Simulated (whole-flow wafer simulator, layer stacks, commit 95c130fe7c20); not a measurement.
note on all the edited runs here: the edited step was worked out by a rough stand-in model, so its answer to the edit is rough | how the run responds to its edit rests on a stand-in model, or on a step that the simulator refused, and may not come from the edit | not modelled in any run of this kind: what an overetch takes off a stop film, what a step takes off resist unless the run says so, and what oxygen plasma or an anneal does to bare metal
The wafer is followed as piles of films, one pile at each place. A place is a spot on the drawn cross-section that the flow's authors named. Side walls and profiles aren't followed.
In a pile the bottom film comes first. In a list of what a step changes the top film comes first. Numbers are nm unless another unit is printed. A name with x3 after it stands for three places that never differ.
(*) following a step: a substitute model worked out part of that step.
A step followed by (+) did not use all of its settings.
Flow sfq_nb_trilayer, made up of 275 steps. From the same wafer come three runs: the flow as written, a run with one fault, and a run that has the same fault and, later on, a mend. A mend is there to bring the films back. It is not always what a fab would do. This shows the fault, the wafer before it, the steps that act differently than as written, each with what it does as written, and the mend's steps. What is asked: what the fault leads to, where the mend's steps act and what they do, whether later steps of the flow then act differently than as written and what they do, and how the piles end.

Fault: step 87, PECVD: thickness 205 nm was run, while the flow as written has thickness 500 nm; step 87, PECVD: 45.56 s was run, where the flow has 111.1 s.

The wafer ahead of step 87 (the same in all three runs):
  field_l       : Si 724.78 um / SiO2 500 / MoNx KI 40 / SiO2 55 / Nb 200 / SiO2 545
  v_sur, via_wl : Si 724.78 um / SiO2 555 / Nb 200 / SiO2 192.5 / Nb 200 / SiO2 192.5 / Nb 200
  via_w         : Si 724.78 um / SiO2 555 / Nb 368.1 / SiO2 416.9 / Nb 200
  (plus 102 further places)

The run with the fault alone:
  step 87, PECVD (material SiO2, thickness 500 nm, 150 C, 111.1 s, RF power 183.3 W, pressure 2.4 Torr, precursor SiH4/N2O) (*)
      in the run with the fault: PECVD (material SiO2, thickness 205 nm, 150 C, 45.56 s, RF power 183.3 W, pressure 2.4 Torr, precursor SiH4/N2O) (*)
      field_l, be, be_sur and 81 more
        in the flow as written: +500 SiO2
        in the run with the fault: +205 SiO2
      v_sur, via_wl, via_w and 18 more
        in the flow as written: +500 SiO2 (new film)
        in the run with the fault: +205 SiO2 (new film)
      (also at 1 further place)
  Steps later in the flow that act otherwise than as written (11 more steps, not shown, differ only slightly: by at most 2% or 0.5 nm, whichever is larger):
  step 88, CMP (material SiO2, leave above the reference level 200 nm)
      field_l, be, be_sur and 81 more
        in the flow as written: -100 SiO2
        in the run with the fault: nothing
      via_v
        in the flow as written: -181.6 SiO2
        in the run with the fault: nothing
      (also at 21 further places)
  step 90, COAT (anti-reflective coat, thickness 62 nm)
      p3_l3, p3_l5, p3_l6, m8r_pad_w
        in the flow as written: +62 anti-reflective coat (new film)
        in the run with the fault: +64.2 anti-reflective coat (new film)
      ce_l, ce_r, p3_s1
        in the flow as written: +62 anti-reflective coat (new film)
        in the run with the fault: +63.9 anti-reflective coat (new film)
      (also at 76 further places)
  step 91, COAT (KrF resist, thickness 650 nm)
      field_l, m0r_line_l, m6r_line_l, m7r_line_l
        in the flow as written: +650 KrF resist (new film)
        in the run with the fault: +686.8 KrF resist (new film)
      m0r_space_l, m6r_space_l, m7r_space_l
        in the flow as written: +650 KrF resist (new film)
        in the run with the fault: +676.2 KrF resist (new film)
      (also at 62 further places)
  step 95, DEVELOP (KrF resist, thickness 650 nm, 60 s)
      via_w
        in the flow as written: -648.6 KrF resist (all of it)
        in the run with the fault: -579.7 KrF resist (all of it)
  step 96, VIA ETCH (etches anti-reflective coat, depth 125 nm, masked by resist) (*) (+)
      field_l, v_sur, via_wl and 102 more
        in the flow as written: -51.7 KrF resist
        in the run with the fault: -38.6 KrF resist
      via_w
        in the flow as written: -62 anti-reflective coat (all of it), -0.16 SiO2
        in the run with the fault: -46.4 anti-reflective coat (all of it), -0.12 SiO2
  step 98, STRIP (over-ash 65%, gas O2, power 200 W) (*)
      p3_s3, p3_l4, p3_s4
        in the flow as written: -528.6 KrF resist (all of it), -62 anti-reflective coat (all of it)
        in the run with the fault: -547.7 KrF resist (all of it), -64.1 anti-reflective coat (all of it)
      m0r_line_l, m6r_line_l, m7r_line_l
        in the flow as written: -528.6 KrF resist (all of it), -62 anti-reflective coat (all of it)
        in the run with the fault: -578.3 KrF resist (all of it), -61.4 anti-reflective coat (all of it)
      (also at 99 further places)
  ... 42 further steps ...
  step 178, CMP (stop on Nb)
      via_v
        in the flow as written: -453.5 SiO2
        in the run with the fault: -340.8 SiO2
  By the end, the piles at via_v, ln_m5, lsp_m and 19 more depart from the flow's by more than 2% or 0.5 nm, whichever is larger.
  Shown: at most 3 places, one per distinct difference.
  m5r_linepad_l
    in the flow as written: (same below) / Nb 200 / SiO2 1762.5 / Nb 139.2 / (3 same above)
    in the run with the fault: (same below) / Nb 200 / SiO2 782.5 / Nb 14.7 / SiO2 965.3 / Nb 139.2 / (3 same above)
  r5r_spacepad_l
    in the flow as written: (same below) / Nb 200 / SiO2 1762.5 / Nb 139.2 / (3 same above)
    in the run with the fault: (same below) / Nb 200 / SiO2 782.5 / Nb 14.9 / SiO2 965.1 / Nb 139.2 / (3 same above)
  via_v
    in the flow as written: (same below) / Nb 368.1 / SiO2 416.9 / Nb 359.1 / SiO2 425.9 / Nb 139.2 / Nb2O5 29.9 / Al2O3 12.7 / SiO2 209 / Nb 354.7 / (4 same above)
    in the run with the fault: (same below) / Nb 368.1 / SiO2 171.5 / Nb 155.7 / SiO2 222.2 / Nb 71.1 / SiO2 337.8 / Nb 99.9 / Nb2O5 36.8 / Al2O3 8.83 / SiO2 489 / Nb 354.7 / (4 same above)

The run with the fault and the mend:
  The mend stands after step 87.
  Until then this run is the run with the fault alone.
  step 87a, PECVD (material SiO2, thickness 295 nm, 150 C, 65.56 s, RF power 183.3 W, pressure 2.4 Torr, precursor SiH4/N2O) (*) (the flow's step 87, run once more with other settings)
      field_l, v_sur, via_wl and 102 more
        +295 SiO2
      via_v
        +402.5 SiO2
  Steps later in the flow that act otherwise than as written:
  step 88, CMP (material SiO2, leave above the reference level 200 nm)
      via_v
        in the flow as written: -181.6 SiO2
        in the run with the mend: -157.1 SiO2
  By the end, the piles equal the flow's at every place that both follow.
